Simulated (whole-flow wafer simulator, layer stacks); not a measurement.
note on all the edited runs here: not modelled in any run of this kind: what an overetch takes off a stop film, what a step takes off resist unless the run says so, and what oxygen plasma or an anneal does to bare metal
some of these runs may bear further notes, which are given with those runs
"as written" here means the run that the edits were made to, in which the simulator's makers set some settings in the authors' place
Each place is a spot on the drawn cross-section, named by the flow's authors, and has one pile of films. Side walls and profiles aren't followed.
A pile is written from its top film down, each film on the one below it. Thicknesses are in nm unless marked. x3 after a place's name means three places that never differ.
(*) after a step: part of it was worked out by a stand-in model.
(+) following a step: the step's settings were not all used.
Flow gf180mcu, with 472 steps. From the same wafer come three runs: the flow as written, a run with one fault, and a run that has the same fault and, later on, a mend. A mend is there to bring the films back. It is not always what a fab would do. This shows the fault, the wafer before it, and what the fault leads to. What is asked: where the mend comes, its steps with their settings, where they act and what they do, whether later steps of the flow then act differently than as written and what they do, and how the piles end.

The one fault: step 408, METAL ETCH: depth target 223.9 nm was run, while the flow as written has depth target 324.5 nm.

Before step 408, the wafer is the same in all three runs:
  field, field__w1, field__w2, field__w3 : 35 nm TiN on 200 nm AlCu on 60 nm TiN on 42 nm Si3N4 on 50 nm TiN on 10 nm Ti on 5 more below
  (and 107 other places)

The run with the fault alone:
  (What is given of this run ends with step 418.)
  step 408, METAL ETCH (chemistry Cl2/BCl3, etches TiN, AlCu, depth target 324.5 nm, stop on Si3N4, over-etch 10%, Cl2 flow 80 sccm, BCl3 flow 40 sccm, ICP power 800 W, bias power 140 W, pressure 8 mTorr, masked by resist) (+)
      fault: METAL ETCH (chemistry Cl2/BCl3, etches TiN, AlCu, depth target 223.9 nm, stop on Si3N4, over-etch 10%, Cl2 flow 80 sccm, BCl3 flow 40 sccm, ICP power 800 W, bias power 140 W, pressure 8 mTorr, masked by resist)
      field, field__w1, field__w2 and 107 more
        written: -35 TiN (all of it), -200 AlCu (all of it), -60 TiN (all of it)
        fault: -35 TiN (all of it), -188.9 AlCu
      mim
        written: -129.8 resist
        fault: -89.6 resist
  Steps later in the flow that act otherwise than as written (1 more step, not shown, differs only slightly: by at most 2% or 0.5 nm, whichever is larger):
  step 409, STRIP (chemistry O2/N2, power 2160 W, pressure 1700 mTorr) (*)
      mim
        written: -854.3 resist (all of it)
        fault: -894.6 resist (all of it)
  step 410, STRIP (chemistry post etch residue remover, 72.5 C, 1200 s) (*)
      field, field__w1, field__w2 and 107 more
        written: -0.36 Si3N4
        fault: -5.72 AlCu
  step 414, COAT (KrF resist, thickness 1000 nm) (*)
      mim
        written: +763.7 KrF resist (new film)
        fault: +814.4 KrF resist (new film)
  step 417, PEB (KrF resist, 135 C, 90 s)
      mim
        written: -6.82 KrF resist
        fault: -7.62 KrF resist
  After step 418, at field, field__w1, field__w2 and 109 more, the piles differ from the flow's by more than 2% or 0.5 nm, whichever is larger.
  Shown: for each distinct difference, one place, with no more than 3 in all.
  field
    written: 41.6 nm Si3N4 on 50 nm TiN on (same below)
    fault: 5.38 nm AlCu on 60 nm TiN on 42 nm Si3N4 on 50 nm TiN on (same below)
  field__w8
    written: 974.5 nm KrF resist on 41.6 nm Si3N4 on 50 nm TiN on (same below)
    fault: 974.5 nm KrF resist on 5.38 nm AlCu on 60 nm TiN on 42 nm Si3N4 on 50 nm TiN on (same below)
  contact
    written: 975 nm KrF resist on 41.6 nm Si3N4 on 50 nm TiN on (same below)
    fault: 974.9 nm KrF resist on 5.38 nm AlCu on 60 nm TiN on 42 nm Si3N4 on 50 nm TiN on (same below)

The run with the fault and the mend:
  The mend follows step 408.
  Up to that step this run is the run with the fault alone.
  step 408a, METAL ETCH (chemistry Cl2/BCl3, etches TiN, AlCu, depth target 100.6 nm, stop on Si3N4, over-etch 10%, Cl2 flow 80 sccm, BCl3 flow 40 sccm, ICP power 800 W, bias power 140 W, pressure 8 mTorr, masked by resist) (+) (the flow's step 408 again, with other settings)
      field, field__w1, field__w2 and 107 more
        -11.1 AlCu (all of it), -60 TiN (all of it)
      mim
        -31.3 resist
  None of the later steps of the flow differs from how it acts as written, at any place that is followed, by more than 2% or 0.5 nm, whichever is larger.
  By the end, the piles equal the flow's at every place that both follow.
